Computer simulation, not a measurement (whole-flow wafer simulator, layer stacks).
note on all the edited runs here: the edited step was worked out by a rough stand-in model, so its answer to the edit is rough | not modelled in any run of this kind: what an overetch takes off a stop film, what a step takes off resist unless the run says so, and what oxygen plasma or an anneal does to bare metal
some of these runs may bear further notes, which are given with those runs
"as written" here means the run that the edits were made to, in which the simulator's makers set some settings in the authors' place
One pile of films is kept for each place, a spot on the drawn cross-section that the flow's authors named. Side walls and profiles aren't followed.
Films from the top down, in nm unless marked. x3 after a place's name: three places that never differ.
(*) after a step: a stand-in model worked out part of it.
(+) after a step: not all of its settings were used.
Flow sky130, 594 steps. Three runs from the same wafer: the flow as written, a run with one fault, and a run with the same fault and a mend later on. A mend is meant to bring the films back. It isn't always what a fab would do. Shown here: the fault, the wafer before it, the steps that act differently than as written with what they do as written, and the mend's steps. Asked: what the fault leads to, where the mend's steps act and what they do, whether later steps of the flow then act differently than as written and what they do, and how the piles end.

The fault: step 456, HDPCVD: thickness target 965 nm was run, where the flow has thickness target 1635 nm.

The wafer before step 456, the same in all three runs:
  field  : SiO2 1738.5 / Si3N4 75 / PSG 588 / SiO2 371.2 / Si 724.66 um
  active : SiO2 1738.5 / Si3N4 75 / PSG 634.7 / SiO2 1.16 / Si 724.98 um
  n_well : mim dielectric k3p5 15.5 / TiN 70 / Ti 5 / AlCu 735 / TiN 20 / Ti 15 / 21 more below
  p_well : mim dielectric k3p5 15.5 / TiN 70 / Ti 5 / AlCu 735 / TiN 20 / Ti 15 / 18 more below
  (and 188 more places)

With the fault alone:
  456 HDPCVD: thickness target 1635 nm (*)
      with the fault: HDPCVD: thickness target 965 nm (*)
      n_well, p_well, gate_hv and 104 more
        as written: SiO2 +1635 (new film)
        with the fault: SiO2 +965 (new film)
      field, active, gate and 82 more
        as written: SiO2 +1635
        with the fault: SiO2 +965
  Later steps of the flow that act differently than as written (20 more steps differ only slightly, by at most 2% or 0.5 nm, whichever is larger, and aren't shown):
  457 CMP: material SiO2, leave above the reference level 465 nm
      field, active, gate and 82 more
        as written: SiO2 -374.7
        with the fault: nothing
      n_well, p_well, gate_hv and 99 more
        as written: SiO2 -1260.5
        with the fault: SiO2 -590.5
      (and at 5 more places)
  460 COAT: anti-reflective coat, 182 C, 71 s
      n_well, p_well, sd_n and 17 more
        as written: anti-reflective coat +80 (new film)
        with the fault: anti-reflective coat +3 (new film)
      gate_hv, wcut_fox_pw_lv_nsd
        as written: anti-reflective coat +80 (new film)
        with the fault: anti-reflective coat +69.8 (new film)
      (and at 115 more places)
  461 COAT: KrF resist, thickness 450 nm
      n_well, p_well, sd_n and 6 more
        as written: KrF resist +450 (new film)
        with the fault: KrF resist +209.5 (new film)
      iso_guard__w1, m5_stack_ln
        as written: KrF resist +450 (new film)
        with the fault: KrF resist +324.6 (new film)
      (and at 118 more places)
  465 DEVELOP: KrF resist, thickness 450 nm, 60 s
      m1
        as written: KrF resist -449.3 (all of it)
        with the fault: KrF resist -342.4 (all of it)
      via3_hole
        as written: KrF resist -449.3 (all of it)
        with the fault: KrF resist -242.2 (all of it)
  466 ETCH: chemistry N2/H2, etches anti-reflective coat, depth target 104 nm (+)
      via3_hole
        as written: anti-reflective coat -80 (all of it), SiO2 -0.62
        with the fault: anti-reflective coat -33.2 (all of it)
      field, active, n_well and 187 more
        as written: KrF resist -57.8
        with the fault: KrF resist -18.5
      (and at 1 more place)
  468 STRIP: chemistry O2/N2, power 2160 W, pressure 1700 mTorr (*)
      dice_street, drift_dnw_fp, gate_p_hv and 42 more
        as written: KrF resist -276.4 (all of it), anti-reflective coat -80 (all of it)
        with the fault: KrF resist -315.7 (all of it), anti-reflective coat -80 (all of it)
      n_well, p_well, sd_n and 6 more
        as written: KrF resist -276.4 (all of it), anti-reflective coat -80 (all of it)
        with the fault: KrF resist -75.7 (all of it), anti-reflective coat -3 (all of it)
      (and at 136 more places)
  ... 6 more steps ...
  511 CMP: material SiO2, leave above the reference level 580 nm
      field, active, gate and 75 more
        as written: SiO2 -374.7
        with the fault: SiO2 -393.2
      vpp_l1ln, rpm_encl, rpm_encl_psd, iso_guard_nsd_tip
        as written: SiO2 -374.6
        with the fault: SiO2 -393.2
  At the end the piles differ from the flow's by more than 2% or 0.5 nm, whichever is larger, at field, active, gate and 84 more.
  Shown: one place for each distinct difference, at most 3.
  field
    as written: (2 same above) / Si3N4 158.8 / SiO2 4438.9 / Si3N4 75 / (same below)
    with the fault: (2 same above) / Si3N4 158.8 / SiO2 1451.3 / W 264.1 / TiN 20 / SiO2 2703.5 / Si3N4 75 / (same below)
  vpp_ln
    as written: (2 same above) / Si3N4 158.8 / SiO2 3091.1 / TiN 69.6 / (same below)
    with the fault: (2 same above) / Si3N4 158.8 / SiO2 1451.3 / W 264.1 / TiN 20 / SiO2 1355.7 / TiN 69.6 / (same below)
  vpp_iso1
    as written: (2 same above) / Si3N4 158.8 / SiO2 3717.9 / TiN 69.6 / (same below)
    with the fault: (2 same above) / Si3N4 158.8 / SiO2 1451.3 / W 264.1 / TiN 20 / SiO2 1982.5 / TiN 69.6 / (same below)

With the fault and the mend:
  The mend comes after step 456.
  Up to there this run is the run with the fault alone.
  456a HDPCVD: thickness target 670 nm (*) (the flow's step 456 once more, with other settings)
      field, active, n_well and 189 more
        SiO2 +670
  No later step of the flow acts differently than as written at any place that is followed.
  At the end the piles are the same as the flow's at every place that both follow.
